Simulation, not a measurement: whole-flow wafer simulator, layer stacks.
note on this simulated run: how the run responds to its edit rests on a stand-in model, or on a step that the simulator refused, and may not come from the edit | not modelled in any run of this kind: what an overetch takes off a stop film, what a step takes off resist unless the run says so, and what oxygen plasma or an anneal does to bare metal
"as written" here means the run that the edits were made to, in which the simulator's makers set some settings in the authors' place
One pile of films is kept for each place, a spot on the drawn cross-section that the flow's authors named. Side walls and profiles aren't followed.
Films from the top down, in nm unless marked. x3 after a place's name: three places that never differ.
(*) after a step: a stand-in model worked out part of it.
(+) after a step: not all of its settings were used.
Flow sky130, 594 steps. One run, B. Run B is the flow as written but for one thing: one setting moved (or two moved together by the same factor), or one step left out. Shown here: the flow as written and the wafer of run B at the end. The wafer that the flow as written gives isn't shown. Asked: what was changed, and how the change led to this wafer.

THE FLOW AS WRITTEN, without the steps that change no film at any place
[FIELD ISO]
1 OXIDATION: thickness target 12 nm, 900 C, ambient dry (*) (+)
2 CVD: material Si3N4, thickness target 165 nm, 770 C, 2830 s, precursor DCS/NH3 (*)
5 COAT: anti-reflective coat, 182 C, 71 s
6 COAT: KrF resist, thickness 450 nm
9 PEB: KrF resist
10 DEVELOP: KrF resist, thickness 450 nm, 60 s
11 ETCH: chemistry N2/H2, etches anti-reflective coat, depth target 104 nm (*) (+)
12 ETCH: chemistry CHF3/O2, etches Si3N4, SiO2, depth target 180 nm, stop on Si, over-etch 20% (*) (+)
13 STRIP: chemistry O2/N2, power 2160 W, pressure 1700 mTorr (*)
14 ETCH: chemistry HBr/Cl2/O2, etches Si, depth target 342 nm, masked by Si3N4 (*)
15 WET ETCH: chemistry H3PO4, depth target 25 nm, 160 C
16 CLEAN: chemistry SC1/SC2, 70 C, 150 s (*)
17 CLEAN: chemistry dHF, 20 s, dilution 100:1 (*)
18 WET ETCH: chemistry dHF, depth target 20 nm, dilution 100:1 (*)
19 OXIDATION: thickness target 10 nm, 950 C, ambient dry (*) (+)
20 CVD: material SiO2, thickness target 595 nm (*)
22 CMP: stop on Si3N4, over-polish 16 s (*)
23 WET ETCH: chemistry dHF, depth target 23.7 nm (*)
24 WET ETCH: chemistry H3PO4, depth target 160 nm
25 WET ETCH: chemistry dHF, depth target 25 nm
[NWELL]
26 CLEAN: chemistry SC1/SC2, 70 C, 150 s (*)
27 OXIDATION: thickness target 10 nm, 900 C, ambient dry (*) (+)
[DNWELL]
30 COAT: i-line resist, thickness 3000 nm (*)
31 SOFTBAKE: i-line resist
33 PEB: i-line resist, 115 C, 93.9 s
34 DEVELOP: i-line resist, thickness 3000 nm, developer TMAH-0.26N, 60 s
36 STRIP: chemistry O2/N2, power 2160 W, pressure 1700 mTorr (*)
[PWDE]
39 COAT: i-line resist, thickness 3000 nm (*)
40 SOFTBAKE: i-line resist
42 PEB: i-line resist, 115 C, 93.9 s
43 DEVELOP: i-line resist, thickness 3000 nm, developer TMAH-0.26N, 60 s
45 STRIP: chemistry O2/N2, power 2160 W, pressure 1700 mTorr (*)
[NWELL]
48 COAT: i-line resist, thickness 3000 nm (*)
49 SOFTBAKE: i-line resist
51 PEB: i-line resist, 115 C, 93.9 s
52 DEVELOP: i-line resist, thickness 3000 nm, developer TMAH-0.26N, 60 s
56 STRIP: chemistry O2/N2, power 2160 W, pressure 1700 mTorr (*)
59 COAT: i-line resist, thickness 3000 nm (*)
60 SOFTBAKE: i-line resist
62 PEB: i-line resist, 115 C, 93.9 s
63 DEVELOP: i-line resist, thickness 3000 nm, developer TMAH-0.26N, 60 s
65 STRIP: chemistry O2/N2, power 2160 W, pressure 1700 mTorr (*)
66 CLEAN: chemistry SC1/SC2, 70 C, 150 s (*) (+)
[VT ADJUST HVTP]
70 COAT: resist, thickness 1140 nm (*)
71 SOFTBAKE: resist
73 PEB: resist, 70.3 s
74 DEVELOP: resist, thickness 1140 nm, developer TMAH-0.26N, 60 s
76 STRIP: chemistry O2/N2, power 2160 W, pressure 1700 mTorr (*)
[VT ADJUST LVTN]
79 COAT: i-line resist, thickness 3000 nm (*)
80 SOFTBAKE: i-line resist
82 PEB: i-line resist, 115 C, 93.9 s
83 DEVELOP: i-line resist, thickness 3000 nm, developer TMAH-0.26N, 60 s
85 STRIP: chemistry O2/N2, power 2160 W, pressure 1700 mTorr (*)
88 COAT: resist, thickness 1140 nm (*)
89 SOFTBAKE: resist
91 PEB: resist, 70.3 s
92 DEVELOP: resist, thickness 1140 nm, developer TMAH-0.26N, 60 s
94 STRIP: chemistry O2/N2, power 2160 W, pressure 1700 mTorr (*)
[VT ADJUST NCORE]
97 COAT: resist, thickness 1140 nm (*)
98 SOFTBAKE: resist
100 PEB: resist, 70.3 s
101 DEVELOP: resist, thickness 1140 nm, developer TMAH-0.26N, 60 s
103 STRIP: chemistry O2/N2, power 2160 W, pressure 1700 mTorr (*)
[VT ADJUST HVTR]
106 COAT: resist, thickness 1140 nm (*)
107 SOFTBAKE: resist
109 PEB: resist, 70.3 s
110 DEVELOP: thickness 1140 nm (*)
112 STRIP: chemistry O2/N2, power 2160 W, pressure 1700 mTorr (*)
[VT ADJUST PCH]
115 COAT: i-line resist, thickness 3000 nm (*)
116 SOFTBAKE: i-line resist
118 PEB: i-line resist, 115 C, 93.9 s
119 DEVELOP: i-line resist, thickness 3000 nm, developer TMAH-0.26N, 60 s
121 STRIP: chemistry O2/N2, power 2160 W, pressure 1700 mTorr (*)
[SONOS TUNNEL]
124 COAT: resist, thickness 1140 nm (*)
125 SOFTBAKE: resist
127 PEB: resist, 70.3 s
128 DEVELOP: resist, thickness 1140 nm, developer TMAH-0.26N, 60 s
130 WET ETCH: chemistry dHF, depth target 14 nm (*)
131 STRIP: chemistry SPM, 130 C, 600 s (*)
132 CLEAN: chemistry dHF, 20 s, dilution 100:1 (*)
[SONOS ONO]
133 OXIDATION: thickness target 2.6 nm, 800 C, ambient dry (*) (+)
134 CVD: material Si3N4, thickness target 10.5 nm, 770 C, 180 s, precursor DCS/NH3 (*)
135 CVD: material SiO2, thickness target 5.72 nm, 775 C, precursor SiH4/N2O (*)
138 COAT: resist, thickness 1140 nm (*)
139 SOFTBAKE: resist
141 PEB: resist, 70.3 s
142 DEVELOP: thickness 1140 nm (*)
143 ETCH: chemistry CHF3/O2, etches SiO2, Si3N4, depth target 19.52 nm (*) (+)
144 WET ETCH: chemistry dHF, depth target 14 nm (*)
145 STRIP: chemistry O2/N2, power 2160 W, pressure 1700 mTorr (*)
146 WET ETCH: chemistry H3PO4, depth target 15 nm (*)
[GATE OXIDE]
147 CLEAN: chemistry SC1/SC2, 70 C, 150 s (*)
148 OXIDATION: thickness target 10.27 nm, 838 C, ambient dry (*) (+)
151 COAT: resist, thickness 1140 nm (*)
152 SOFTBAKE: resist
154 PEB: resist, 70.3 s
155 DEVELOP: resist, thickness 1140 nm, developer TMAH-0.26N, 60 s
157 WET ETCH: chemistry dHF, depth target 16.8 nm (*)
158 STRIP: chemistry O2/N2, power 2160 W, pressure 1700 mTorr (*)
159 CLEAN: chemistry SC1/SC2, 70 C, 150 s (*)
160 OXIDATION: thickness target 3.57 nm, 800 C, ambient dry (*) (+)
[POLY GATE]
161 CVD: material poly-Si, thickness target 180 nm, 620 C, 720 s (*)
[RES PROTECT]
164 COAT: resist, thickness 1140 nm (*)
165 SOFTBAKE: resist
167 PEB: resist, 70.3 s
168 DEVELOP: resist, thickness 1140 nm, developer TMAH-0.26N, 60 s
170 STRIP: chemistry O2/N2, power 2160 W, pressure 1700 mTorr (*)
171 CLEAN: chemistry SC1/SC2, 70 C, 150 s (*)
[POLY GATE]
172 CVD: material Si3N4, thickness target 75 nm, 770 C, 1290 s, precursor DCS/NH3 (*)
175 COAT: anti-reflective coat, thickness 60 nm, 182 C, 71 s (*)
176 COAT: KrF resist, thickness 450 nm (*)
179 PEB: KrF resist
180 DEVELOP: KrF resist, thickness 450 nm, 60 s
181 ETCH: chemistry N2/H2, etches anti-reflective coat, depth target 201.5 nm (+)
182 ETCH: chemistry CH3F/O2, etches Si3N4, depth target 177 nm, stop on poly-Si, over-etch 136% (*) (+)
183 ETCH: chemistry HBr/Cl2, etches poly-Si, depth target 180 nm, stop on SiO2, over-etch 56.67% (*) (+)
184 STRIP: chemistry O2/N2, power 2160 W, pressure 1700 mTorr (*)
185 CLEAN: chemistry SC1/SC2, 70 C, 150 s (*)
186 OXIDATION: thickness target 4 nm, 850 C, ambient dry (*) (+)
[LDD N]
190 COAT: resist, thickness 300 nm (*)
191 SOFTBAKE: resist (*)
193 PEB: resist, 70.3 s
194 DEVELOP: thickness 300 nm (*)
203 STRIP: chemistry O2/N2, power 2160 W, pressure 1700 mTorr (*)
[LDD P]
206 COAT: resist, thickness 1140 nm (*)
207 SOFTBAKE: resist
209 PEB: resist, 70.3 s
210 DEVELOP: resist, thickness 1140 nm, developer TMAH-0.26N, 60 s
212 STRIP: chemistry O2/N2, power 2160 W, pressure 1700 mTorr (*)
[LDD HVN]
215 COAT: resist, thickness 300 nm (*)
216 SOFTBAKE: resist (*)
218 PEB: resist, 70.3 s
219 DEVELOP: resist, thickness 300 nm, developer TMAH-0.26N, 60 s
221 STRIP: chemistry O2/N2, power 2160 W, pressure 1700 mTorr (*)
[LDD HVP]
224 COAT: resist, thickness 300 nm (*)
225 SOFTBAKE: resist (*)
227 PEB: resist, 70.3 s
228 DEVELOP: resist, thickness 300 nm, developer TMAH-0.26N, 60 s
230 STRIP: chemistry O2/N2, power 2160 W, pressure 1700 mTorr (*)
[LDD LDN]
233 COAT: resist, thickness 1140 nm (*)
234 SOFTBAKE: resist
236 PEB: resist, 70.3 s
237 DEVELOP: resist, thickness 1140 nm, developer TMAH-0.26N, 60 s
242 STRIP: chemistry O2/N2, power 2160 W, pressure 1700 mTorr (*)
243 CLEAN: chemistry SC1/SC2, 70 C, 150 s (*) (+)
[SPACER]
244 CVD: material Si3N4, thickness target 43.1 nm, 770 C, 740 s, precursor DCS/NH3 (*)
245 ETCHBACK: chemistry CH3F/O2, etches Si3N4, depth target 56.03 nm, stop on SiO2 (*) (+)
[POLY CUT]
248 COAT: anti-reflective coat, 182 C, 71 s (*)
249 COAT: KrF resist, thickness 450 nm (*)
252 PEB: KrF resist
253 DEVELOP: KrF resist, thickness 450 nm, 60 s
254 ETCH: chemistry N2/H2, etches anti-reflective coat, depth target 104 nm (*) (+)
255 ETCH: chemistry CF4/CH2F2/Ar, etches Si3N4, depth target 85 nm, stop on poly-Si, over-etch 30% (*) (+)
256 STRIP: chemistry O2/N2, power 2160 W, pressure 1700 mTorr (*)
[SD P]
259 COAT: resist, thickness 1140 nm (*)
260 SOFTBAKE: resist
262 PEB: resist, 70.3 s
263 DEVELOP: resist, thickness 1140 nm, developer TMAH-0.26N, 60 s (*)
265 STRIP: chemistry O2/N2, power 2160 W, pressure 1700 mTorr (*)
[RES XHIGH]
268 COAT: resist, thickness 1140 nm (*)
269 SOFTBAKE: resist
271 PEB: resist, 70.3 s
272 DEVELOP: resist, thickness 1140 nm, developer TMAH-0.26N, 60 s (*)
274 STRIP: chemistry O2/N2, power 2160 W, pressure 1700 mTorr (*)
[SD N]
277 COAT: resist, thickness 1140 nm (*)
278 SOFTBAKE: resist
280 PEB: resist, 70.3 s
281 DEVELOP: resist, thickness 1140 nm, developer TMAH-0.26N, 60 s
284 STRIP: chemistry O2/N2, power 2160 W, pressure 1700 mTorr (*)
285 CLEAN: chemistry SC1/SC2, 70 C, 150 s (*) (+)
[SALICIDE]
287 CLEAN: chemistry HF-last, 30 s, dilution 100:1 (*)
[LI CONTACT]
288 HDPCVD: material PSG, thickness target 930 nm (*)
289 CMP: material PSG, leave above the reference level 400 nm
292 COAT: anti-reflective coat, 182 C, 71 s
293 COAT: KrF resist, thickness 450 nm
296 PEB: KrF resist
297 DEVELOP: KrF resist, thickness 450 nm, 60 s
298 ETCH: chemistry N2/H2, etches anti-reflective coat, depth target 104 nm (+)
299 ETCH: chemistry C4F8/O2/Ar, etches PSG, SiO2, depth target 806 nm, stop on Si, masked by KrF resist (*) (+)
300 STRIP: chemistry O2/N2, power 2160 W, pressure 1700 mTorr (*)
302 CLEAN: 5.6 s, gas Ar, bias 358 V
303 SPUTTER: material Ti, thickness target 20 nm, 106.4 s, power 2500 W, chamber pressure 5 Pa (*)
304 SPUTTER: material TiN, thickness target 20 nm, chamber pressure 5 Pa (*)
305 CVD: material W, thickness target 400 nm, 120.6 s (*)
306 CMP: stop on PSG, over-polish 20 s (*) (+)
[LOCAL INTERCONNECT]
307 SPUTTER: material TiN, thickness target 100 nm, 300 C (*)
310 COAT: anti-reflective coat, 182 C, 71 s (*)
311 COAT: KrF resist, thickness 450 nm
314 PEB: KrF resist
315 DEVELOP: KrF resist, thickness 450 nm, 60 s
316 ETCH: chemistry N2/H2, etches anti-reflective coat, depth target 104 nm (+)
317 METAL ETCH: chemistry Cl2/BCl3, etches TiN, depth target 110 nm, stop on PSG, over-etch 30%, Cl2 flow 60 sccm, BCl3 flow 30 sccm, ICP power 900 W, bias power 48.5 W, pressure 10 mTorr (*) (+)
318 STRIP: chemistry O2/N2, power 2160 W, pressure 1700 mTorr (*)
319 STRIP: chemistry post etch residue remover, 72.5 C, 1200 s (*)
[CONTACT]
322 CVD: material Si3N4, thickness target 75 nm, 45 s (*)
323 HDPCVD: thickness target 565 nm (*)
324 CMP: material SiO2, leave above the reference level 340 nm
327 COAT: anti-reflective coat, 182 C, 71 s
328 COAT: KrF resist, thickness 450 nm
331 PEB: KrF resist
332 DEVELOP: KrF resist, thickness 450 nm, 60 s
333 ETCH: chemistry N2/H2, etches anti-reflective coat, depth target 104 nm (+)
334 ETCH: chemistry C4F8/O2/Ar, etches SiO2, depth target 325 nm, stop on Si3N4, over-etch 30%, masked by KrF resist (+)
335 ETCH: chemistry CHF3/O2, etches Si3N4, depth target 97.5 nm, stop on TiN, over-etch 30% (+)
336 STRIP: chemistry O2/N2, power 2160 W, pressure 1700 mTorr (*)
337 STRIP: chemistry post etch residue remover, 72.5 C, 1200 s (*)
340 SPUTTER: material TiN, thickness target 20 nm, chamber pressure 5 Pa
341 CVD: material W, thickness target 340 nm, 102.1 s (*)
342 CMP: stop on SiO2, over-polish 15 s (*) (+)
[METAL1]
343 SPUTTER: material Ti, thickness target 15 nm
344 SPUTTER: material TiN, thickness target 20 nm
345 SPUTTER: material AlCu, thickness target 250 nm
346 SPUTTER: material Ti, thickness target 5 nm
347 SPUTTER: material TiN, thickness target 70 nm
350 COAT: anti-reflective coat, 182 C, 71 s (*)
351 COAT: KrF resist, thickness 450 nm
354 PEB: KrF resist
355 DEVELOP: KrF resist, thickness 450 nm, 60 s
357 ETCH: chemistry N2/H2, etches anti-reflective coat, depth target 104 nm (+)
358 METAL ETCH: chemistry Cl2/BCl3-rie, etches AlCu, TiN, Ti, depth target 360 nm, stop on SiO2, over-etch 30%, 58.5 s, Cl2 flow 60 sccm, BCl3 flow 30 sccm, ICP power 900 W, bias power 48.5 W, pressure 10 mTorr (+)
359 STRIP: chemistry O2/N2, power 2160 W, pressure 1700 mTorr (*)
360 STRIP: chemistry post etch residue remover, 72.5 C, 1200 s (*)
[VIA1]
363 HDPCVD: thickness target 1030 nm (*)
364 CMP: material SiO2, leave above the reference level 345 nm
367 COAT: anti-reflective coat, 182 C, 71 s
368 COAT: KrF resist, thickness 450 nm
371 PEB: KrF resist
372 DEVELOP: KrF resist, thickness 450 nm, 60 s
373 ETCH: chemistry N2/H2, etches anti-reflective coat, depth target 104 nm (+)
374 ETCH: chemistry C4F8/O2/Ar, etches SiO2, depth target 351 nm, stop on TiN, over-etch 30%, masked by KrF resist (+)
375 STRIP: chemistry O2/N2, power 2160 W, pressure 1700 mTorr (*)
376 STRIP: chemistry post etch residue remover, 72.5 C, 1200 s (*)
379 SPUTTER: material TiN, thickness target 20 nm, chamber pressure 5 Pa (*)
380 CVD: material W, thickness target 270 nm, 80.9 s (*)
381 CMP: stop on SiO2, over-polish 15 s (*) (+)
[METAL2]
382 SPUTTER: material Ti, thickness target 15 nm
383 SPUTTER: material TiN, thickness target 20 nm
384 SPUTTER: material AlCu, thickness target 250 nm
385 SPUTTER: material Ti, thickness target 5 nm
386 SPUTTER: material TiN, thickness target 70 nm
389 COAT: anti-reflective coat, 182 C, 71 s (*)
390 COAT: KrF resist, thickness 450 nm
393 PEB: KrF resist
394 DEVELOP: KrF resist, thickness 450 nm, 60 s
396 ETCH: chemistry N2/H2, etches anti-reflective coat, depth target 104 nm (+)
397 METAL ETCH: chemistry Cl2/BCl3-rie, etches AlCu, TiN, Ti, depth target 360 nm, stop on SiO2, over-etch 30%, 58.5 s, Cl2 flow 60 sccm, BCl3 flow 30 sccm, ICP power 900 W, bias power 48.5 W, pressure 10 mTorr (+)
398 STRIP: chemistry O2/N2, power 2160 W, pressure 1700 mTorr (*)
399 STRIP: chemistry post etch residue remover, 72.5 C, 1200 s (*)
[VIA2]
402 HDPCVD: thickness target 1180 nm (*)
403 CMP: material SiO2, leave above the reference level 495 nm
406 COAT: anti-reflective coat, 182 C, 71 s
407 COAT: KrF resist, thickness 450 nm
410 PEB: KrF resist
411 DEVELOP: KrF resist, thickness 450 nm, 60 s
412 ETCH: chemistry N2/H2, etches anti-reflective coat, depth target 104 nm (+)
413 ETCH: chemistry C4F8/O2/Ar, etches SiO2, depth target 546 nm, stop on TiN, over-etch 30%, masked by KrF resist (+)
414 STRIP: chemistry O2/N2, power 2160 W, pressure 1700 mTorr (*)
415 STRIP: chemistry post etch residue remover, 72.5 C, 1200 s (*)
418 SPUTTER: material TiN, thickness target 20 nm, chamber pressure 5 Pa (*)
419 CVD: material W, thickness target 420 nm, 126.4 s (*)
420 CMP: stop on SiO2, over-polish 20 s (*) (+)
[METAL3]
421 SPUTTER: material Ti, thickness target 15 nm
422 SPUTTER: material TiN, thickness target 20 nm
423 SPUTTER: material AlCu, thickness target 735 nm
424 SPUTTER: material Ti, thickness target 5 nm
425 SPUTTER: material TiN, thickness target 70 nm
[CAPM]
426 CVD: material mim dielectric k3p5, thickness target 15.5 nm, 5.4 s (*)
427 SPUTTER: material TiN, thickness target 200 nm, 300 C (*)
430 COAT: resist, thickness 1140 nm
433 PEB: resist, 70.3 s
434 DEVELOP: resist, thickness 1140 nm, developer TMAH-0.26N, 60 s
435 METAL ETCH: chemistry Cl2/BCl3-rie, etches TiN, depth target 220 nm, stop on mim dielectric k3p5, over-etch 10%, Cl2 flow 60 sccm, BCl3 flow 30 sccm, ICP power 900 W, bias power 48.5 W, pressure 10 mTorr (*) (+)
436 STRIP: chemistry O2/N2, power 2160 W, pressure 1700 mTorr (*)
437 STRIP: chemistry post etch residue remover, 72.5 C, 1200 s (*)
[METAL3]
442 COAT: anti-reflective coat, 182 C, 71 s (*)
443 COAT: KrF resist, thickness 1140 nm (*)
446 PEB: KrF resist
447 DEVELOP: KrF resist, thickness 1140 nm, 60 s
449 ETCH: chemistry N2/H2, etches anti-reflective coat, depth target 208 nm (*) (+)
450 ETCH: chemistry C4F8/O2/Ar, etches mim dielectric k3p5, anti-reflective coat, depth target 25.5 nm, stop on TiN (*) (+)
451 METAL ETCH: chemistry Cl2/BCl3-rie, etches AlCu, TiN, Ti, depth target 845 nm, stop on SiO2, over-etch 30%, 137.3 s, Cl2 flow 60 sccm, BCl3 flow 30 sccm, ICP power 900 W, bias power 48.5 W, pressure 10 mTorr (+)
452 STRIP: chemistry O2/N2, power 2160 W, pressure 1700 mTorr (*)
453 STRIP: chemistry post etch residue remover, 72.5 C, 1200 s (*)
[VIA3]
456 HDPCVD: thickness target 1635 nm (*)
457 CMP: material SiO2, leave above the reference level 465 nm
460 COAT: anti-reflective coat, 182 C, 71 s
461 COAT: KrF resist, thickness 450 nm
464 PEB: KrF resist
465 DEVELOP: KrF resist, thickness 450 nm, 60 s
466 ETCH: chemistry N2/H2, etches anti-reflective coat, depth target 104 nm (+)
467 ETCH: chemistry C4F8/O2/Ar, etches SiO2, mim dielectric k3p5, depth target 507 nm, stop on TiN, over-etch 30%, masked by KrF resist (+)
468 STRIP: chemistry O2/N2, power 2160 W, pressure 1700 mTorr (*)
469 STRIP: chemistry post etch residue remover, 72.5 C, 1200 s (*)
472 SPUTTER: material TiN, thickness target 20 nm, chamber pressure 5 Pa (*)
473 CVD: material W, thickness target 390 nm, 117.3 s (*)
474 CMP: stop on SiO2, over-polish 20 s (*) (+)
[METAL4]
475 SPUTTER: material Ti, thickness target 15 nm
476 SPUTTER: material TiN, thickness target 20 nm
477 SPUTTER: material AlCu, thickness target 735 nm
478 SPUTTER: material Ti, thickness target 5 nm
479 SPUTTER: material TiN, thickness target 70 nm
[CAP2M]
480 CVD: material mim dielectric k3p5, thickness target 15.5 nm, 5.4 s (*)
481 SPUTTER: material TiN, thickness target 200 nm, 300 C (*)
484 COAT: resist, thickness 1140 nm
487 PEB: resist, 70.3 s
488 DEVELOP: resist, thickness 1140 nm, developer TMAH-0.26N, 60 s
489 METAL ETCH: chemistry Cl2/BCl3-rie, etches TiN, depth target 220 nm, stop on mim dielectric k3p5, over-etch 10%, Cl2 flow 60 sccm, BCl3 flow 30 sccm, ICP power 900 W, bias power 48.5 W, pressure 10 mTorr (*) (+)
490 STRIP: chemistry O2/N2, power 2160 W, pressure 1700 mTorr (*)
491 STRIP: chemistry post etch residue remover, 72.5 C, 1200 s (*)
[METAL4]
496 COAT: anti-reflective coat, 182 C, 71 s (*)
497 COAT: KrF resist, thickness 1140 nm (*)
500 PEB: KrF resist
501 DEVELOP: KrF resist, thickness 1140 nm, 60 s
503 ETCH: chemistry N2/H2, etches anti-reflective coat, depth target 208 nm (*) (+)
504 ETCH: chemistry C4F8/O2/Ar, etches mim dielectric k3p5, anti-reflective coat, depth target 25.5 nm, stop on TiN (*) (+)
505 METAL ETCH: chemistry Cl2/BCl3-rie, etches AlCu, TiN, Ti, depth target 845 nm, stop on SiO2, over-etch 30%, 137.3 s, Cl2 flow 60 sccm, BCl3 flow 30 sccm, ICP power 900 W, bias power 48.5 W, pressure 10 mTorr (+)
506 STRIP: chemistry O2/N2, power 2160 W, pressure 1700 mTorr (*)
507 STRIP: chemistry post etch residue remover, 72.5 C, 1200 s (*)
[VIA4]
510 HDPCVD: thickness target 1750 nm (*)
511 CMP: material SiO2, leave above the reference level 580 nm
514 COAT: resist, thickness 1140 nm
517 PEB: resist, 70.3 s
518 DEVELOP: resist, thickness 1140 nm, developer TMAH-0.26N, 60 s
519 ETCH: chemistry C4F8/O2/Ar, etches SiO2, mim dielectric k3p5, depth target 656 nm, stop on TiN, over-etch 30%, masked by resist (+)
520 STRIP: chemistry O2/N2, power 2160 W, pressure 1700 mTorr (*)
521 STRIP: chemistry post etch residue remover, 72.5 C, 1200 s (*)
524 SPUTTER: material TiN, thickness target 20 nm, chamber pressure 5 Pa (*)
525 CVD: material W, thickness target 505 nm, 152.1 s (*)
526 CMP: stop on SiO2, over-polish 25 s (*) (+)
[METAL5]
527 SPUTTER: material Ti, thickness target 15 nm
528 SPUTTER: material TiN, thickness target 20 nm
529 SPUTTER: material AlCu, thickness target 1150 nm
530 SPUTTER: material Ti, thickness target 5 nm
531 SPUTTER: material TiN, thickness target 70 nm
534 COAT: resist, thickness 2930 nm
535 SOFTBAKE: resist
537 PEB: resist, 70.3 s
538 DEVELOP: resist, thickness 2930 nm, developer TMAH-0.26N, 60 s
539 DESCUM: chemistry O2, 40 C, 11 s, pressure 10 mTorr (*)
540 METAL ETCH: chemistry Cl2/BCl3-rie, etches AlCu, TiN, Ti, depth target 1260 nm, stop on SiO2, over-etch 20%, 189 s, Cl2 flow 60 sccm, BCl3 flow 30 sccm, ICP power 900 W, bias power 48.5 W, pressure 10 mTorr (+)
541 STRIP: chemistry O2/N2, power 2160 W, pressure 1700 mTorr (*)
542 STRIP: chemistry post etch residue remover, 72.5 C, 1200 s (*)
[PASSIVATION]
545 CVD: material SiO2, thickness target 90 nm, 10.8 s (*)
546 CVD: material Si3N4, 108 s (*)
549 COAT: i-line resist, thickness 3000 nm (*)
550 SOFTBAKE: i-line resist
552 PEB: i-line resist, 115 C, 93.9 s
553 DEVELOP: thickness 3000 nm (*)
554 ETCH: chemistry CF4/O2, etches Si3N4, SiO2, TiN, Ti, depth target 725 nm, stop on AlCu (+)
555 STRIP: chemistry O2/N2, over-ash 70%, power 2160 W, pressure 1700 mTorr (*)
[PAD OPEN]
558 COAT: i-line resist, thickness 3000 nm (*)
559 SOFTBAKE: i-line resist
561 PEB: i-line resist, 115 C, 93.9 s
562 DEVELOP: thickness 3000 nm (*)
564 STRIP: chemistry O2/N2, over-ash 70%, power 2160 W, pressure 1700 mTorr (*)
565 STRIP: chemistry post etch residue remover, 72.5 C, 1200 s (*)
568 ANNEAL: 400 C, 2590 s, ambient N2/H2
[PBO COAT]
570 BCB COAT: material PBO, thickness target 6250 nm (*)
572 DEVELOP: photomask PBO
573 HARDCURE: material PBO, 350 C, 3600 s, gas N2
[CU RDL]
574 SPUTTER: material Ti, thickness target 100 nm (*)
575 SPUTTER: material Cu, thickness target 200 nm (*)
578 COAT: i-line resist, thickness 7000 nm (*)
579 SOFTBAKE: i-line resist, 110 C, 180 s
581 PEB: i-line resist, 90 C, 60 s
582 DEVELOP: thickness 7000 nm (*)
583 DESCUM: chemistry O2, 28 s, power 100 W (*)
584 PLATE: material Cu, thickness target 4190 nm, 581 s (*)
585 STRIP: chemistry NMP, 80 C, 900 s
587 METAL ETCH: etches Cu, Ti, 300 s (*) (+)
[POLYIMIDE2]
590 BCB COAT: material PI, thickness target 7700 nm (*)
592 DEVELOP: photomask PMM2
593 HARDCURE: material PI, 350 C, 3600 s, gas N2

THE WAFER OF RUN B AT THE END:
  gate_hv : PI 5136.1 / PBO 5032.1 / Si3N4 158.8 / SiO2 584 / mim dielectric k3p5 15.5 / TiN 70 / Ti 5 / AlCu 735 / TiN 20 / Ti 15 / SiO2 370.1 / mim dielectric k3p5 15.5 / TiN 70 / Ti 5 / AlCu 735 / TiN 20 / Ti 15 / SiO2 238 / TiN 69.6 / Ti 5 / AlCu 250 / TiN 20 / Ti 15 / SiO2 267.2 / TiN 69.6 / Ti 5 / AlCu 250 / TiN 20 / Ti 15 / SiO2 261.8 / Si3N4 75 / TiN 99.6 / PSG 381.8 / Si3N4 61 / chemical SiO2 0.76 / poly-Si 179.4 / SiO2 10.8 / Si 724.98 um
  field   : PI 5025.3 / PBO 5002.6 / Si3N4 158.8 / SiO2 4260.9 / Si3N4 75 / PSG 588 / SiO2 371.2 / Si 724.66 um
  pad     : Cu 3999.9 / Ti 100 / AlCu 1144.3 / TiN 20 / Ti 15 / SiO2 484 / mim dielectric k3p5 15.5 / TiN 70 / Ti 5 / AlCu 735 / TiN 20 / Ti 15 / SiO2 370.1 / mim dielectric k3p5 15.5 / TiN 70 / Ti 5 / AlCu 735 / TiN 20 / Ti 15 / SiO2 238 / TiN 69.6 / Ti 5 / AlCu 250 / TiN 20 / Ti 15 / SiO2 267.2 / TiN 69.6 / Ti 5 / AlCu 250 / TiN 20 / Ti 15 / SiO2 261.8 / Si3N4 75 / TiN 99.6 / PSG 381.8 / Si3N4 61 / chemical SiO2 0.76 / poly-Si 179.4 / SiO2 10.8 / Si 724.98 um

The cause: step 403, CMP: leave above the reference level 317 nm was run, where the flow has leave above the reference level 495 nm.

How the change led to this, step by step:
  403 CMP: material SiO2, leave above the reference level 495 nm
      n_well, p_well, gate_hv and 101 more: SiO2 -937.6 (as written it would be: SiO2 -759.6)
      field, active, gate and 82 more: SiO2 -567.1 (as written it would be: SiO2 -389.1)
      (and at 2 more places)
  413 ETCH: chemistry C4F8/O2/Ar, etches SiO2, depth target 546 nm, stop on TiN, over-etch 30%, masked by KrF resist (+)
      field, active, n_well and 186 more: KrF resist -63 (as written it would be: KrF resist -109.2)
      m1: SiO2 -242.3 (all of it) (as written it would be: SiO2 -420.3 (all of it))
      (and at 1 more place)
  414 STRIP: chemistry O2/N2, power 2160 W, pressure 1700 mTorr (*)
      field, active, n_well and 186 more: KrF resist -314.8 (all of it), anti-reflective coat -80 (all of it) (as written it would be: KrF resist -268.6 (all of it), anti-reflective coat -80 (all of it))
  418 SPUTTER: material TiN, thickness target 20 nm, chamber pressure 5 Pa (*)
      m1, via2_hole: TiN +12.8 (as written it would be: TiN +10.2)
  419 CVD: material W, thickness target 420 nm, 126.4 s (*)
      m1: W +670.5 (new film) (as written it would be: W +851.1 (new film))
      via2_hole: W +670.1 (new film) (as written it would be: W +850.7 (new film))
